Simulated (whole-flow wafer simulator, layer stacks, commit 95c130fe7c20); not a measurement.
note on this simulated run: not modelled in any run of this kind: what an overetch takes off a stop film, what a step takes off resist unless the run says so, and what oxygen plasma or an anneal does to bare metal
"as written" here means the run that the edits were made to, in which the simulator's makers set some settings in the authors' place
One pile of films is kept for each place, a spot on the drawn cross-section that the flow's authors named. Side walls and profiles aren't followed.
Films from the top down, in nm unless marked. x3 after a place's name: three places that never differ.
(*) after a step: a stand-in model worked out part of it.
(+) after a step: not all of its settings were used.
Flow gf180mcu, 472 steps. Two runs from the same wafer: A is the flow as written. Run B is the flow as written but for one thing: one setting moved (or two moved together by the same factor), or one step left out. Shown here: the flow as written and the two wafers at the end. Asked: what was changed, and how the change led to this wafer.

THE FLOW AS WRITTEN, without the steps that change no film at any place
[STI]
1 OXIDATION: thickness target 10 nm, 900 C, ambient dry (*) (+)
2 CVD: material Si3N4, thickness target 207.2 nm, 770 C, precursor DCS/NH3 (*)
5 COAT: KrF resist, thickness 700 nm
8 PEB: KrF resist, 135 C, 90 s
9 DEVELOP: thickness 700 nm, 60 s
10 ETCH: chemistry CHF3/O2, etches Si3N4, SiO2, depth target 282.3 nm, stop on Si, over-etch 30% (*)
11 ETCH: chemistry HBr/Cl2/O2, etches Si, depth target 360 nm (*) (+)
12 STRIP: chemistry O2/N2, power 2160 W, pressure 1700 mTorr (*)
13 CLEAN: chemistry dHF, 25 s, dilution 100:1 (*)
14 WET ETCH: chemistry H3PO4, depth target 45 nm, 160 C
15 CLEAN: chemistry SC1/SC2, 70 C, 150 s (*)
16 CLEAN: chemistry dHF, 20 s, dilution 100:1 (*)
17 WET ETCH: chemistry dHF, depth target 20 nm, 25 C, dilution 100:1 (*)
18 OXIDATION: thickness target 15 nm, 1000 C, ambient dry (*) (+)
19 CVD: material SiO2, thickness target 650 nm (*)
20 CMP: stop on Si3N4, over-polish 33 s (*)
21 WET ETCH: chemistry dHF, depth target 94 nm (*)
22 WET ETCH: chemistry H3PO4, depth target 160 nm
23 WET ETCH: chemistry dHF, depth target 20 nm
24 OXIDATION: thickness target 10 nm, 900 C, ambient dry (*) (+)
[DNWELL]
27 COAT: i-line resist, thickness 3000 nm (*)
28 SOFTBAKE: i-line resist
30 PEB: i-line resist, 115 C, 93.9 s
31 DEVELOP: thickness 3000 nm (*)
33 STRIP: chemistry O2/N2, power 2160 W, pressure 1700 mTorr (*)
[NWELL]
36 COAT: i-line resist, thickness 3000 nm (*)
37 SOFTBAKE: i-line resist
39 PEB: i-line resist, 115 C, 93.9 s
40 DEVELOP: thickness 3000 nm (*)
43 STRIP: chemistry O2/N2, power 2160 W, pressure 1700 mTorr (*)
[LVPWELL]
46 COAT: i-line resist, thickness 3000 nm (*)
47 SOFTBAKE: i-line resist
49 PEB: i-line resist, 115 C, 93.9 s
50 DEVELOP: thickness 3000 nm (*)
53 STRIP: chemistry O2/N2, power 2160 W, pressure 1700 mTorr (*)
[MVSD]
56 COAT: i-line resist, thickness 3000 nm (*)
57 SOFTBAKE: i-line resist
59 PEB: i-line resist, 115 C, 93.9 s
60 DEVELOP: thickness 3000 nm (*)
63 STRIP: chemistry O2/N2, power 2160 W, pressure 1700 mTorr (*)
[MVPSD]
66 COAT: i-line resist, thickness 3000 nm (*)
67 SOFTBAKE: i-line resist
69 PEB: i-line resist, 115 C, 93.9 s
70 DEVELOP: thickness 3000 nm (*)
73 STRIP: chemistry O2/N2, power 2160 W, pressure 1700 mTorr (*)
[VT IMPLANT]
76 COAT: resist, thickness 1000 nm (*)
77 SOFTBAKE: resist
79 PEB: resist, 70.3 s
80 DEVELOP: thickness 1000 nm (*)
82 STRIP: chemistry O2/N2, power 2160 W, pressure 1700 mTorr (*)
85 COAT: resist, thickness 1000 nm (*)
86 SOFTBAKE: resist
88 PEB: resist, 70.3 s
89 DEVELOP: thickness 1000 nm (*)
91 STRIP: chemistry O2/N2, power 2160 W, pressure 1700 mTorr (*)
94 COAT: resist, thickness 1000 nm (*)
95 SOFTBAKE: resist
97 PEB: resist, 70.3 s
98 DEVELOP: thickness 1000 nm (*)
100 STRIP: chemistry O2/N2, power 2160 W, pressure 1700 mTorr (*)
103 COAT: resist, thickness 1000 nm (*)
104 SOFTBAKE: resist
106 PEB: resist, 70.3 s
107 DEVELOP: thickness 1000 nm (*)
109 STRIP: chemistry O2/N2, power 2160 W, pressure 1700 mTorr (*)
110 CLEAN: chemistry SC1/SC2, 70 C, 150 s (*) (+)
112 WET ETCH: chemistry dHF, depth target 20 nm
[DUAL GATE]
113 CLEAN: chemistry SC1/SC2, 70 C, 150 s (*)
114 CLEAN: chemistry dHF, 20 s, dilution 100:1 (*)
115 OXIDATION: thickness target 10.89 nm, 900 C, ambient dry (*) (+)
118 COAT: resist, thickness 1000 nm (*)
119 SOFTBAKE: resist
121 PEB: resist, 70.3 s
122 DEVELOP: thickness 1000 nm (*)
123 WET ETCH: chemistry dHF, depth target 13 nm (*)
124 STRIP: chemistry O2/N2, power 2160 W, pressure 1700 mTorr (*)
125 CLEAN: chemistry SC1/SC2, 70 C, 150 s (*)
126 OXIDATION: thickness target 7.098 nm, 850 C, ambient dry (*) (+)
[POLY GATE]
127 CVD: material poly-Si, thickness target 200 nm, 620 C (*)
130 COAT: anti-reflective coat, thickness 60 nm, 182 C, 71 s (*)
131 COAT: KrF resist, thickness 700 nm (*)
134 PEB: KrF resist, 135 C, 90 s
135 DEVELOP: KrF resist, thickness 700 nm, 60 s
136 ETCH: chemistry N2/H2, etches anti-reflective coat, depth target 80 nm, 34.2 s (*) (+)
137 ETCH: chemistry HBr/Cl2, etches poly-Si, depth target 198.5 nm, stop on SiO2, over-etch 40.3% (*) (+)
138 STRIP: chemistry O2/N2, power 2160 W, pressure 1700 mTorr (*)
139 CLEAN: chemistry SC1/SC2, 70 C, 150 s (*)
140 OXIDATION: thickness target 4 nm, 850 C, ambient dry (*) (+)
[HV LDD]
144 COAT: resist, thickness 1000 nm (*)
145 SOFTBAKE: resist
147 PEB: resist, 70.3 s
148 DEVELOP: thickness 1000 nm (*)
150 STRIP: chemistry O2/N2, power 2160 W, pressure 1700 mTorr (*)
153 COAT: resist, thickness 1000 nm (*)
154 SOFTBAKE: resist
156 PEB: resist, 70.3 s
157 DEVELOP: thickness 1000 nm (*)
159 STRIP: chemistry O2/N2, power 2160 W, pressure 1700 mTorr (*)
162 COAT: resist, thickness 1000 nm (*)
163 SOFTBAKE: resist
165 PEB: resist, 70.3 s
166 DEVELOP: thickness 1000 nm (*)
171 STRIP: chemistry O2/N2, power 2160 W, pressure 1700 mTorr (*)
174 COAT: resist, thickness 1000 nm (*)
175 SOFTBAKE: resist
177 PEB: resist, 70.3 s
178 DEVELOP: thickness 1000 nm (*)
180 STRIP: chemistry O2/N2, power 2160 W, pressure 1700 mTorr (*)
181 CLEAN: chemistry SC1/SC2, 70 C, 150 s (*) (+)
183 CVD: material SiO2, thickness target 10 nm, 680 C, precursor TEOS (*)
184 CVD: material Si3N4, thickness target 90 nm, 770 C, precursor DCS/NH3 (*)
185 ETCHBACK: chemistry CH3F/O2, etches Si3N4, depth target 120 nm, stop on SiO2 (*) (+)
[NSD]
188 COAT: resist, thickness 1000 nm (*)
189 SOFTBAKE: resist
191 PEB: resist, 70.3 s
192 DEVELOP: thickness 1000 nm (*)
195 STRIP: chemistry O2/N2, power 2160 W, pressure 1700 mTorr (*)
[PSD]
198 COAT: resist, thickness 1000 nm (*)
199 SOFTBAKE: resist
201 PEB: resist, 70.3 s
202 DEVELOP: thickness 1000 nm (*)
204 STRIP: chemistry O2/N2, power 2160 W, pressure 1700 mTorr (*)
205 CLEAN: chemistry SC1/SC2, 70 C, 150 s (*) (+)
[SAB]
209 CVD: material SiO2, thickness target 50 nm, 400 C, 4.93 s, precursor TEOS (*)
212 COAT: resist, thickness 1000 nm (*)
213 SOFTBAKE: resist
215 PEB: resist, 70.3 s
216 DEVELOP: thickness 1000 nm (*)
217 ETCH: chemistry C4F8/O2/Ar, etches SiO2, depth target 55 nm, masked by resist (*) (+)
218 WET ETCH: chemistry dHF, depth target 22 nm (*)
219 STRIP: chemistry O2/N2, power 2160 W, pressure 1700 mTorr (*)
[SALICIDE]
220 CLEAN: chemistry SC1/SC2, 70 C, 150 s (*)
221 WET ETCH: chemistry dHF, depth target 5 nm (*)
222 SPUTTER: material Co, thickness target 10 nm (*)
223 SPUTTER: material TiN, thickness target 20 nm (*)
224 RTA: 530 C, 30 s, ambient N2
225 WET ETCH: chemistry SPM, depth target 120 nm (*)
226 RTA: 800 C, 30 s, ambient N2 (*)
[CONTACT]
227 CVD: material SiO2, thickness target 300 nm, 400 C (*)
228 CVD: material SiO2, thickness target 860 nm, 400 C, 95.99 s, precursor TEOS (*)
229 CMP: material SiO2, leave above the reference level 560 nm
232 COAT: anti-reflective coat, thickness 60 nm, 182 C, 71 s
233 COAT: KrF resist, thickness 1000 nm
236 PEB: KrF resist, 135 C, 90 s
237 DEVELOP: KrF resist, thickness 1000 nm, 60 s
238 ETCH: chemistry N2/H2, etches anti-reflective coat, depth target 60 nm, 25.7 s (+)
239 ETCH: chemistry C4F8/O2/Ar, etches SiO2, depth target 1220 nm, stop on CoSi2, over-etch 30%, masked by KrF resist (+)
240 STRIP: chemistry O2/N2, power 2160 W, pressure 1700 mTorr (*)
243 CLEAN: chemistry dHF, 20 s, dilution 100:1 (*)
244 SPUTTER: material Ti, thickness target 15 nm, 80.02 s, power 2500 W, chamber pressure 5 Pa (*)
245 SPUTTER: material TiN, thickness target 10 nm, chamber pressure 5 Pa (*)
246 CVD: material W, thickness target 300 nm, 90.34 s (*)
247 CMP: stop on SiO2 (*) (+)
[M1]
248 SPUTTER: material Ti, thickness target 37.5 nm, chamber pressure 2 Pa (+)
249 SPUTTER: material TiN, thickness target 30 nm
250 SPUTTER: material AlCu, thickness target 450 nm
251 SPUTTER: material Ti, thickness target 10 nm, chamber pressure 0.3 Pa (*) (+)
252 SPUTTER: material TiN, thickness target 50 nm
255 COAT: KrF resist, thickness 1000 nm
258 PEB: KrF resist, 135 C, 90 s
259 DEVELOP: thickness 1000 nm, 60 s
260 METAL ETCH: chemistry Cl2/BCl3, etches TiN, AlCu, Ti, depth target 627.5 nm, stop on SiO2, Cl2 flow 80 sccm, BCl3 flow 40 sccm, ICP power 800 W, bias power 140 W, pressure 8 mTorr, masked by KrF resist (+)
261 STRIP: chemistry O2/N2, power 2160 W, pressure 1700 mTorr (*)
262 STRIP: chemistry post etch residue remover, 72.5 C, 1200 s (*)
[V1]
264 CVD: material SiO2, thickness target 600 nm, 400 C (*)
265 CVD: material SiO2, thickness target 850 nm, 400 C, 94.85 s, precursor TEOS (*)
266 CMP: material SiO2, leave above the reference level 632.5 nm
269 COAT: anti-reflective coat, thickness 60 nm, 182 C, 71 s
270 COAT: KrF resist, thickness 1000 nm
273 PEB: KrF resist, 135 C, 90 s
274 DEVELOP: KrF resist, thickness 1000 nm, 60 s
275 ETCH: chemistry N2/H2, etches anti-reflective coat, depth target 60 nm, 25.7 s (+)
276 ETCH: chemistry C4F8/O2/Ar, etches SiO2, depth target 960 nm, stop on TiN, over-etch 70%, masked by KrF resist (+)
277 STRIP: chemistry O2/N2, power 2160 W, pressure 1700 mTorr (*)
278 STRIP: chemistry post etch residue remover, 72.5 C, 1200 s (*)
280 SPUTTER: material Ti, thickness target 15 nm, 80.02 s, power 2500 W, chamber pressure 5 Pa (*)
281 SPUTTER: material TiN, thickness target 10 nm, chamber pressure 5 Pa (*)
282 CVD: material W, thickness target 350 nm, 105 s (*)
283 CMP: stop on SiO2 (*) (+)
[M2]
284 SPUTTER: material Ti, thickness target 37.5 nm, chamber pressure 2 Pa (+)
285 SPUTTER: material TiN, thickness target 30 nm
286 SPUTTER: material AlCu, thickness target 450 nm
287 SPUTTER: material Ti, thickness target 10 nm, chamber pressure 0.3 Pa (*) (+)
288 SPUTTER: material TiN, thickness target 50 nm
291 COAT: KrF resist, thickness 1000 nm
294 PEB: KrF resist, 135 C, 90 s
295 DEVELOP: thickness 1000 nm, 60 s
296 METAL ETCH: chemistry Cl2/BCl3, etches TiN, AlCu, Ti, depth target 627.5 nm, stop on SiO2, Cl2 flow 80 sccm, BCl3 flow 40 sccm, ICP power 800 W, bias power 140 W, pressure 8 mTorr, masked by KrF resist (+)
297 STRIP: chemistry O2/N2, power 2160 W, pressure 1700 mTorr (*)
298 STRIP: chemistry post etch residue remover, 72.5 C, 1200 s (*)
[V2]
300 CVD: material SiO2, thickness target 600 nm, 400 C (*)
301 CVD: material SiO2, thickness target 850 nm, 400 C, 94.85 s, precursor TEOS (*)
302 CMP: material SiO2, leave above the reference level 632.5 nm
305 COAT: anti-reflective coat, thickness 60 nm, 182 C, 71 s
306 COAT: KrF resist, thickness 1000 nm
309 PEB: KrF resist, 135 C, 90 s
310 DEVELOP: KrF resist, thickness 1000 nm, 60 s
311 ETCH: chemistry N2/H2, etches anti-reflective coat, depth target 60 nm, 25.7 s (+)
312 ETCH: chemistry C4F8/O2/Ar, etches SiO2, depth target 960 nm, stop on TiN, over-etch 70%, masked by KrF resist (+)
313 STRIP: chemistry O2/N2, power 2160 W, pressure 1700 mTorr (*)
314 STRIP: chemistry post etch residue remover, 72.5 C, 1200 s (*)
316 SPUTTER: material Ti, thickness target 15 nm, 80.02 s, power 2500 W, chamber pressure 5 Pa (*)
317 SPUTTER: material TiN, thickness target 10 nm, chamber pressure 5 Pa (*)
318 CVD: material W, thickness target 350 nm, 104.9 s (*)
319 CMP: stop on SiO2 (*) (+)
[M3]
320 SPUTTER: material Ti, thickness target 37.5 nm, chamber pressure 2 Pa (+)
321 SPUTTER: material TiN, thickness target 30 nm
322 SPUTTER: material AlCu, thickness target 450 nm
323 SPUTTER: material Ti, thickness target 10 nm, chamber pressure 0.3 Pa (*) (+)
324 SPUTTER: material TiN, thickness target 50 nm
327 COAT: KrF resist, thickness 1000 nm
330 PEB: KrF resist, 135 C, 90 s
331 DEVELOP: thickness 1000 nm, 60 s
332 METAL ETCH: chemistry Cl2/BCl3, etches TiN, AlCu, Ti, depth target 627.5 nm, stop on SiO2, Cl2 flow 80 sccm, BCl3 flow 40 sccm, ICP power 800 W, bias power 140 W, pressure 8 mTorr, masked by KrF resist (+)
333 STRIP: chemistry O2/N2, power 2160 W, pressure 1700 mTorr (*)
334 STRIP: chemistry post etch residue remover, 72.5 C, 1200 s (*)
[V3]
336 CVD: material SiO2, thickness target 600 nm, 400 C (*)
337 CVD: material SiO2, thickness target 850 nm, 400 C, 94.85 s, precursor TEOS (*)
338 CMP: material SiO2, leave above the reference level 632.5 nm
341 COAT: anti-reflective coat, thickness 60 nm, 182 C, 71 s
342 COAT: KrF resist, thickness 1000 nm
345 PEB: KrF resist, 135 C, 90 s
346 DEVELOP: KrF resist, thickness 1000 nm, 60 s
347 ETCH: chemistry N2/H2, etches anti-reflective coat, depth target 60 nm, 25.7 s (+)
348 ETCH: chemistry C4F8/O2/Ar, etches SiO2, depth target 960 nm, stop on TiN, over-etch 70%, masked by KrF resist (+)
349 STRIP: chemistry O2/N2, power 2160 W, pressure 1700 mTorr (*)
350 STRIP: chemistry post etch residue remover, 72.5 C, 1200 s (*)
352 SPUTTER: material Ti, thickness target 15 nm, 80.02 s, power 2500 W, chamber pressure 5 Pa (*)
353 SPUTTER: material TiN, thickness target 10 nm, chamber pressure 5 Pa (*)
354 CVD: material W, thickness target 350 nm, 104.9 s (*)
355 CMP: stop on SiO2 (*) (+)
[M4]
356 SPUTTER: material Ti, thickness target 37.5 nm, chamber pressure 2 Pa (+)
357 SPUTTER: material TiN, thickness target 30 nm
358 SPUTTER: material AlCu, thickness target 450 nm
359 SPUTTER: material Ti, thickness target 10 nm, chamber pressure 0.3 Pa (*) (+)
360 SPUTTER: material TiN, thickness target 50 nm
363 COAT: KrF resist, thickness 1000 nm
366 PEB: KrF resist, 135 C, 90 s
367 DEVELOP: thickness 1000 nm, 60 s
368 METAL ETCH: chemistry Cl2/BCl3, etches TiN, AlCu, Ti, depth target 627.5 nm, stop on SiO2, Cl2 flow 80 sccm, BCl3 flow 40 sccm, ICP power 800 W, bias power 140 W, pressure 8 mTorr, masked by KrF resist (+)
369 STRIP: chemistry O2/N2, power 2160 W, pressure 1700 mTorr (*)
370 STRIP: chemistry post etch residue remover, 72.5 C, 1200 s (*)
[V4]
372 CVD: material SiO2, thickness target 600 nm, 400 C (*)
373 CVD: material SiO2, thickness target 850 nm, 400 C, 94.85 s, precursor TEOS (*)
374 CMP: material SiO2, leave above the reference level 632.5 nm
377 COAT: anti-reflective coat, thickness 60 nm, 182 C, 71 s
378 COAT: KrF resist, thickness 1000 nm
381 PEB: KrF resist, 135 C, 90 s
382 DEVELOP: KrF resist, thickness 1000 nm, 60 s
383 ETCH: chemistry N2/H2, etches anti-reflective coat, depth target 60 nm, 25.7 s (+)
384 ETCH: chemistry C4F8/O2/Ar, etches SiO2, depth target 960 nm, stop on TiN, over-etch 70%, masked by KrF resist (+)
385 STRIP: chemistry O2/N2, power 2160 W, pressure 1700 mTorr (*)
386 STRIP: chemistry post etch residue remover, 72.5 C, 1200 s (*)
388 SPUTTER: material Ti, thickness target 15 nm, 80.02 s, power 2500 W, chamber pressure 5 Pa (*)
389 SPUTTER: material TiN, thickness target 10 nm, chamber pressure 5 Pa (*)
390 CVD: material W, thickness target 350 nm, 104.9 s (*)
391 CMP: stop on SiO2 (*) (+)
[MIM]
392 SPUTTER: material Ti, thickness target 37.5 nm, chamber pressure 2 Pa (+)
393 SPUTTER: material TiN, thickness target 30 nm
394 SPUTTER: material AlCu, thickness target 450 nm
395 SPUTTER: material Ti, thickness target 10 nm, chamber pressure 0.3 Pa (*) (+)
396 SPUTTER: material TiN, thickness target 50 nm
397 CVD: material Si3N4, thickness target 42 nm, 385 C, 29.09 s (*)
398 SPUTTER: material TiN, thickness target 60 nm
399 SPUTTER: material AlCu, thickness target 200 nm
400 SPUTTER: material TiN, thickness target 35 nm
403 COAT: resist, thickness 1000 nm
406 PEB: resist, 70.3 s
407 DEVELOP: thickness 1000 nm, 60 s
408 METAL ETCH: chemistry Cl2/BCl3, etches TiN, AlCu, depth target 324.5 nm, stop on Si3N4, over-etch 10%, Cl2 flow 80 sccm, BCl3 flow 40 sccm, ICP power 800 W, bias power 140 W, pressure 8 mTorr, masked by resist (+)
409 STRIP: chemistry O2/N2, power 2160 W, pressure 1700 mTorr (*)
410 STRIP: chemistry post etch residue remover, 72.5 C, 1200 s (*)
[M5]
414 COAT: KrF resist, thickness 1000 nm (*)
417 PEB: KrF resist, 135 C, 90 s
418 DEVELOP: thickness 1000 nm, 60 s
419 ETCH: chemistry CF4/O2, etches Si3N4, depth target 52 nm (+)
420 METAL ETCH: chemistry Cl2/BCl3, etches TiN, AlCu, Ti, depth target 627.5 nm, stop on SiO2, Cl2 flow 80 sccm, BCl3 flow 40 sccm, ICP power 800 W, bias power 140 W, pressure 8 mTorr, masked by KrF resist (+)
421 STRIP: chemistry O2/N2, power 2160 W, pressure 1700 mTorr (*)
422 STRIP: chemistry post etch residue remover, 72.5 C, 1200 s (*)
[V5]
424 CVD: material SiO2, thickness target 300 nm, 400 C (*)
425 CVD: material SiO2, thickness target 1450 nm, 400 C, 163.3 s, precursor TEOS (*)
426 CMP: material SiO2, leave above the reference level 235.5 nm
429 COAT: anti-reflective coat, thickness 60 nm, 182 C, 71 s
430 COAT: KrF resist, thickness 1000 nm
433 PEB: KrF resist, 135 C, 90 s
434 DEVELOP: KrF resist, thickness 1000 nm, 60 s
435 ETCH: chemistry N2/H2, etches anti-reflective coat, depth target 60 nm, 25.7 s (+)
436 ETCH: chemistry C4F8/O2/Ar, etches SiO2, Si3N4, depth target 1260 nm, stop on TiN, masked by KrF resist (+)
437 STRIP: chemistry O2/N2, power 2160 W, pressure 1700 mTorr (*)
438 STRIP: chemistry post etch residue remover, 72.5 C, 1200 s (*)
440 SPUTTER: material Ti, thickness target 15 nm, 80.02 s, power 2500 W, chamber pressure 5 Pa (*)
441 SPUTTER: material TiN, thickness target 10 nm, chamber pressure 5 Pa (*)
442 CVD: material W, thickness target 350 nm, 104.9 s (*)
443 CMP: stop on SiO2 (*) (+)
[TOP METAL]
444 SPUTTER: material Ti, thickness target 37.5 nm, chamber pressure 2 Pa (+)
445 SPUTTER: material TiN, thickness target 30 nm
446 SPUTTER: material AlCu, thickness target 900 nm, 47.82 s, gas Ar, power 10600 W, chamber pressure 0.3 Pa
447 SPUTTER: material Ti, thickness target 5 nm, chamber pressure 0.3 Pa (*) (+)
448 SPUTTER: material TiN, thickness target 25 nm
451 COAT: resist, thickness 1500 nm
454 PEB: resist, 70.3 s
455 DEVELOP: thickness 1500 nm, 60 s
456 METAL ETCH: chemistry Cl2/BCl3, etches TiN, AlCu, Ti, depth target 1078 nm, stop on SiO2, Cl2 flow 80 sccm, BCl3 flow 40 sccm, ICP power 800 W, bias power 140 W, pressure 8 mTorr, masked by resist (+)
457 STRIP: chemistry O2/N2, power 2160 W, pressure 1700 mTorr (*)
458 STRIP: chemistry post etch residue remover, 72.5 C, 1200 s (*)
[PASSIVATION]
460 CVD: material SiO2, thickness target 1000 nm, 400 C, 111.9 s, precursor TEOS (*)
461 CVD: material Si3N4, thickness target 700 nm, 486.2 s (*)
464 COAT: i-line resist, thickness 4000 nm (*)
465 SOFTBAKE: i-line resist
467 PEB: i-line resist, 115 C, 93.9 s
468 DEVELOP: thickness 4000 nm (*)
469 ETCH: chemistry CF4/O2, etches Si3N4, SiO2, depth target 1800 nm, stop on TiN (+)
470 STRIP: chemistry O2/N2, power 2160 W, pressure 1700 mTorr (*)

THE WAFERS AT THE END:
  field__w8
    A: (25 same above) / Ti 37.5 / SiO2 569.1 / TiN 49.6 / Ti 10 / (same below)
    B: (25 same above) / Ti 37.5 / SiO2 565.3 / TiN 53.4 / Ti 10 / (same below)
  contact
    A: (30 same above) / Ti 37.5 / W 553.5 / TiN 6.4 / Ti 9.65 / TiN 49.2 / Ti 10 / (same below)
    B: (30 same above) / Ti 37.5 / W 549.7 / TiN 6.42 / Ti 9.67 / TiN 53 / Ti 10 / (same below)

The cause: step 288, SPUTTER: thickness target 53.8 nm was run, where the flow has thickness target 50 nm.

How the change led to this, step by step:
  288 SPUTTER: material TiN, thickness target 50 nm
      field, field__w1, field__w2 and 108 more: A TiN +50 (new film) | B TiN +53.8 (new film)
  296 METAL ETCH: chemistry Cl2/BCl3, etches TiN, AlCu, Ti, depth target 627.5 nm, stop on SiO2, Cl2 flow 80 sccm, BCl3 flow 40 sccm, ICP power 800 W, bias power 140 W, pressure 8 mTorr, masked by KrF resist (+)
      field, field__w1, field__w2 and 103 more: A TiN -50 (all of it), Ti -10 (all of it), AlCu -450 (all of it), TiN -30 (all of it), Ti -37.5 (all of it) | B TiN -53.8 (all of it), Ti -10 (all of it), AlCu -450 (all of it), TiN -30 (all of it), Ti -37.5 (all of it)
